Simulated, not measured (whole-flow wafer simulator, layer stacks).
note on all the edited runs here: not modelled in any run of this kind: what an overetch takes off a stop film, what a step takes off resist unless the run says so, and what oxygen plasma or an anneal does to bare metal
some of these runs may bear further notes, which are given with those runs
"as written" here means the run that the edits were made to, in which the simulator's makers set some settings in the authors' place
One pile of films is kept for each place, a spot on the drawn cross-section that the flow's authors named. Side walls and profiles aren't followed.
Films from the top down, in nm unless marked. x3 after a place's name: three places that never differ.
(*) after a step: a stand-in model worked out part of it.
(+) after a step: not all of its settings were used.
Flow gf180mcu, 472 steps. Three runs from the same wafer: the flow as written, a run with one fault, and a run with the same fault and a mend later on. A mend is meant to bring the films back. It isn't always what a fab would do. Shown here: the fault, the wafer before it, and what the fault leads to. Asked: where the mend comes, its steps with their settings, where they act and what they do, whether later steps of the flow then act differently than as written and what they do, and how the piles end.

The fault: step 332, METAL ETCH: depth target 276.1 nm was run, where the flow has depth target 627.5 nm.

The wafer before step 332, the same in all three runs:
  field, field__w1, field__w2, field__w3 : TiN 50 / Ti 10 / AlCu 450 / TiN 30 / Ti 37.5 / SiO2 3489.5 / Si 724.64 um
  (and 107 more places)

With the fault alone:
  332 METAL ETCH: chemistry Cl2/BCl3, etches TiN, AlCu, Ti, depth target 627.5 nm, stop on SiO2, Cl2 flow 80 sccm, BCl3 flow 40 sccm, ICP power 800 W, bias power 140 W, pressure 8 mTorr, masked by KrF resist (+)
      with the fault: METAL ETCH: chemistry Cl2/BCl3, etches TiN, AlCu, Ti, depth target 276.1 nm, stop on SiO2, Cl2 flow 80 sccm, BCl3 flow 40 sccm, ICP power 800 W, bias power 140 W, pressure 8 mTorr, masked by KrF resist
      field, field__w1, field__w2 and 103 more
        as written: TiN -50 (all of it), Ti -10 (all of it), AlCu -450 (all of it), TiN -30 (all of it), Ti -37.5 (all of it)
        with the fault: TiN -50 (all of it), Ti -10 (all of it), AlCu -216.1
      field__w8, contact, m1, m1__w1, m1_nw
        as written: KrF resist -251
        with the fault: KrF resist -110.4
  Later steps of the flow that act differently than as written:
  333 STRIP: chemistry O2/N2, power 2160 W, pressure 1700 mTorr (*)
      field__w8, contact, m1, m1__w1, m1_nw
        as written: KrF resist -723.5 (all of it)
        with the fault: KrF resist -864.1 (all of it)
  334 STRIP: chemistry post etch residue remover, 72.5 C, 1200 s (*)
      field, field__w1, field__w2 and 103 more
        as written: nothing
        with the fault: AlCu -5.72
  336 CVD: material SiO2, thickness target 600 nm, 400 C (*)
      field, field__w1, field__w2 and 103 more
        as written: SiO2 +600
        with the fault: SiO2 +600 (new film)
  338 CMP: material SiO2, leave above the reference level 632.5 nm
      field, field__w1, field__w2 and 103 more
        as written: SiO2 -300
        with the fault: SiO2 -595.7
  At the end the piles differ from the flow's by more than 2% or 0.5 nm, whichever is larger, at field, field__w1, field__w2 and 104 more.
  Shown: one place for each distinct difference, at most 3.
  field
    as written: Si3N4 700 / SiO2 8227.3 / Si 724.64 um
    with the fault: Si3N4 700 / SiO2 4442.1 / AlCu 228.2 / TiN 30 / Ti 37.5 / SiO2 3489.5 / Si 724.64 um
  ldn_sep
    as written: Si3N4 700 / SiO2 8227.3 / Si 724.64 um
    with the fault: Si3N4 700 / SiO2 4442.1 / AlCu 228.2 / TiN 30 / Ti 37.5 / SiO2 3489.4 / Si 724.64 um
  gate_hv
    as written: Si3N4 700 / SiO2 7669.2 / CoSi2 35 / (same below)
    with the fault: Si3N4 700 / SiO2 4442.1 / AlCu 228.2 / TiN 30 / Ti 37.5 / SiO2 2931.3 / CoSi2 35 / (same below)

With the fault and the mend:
  The mend comes after step 332.
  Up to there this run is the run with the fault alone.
  332a METAL ETCH: chemistry Cl2/BCl3, etches TiN, AlCu, Ti, depth target 351.4 nm, stop on SiO2, Cl2 flow 80 sccm, BCl3 flow 40 sccm, ICP power 800 W, bias power 140 W, pressure 8 mTorr, masked by KrF resist (+) (the flow's step 332 once more, with other settings)
      field, field__w1, field__w2 and 103 more
        AlCu -233.9 (all of it), TiN -30 (all of it), Ti -37.5 (all of it)
      field__w8, contact, m1, m1__w1, m1_nw
        KrF resist -140.6
  No later step of the flow acts differently than as written at any place that is followed.
  At the end the piles are the same as the flow's at every place that both follow.
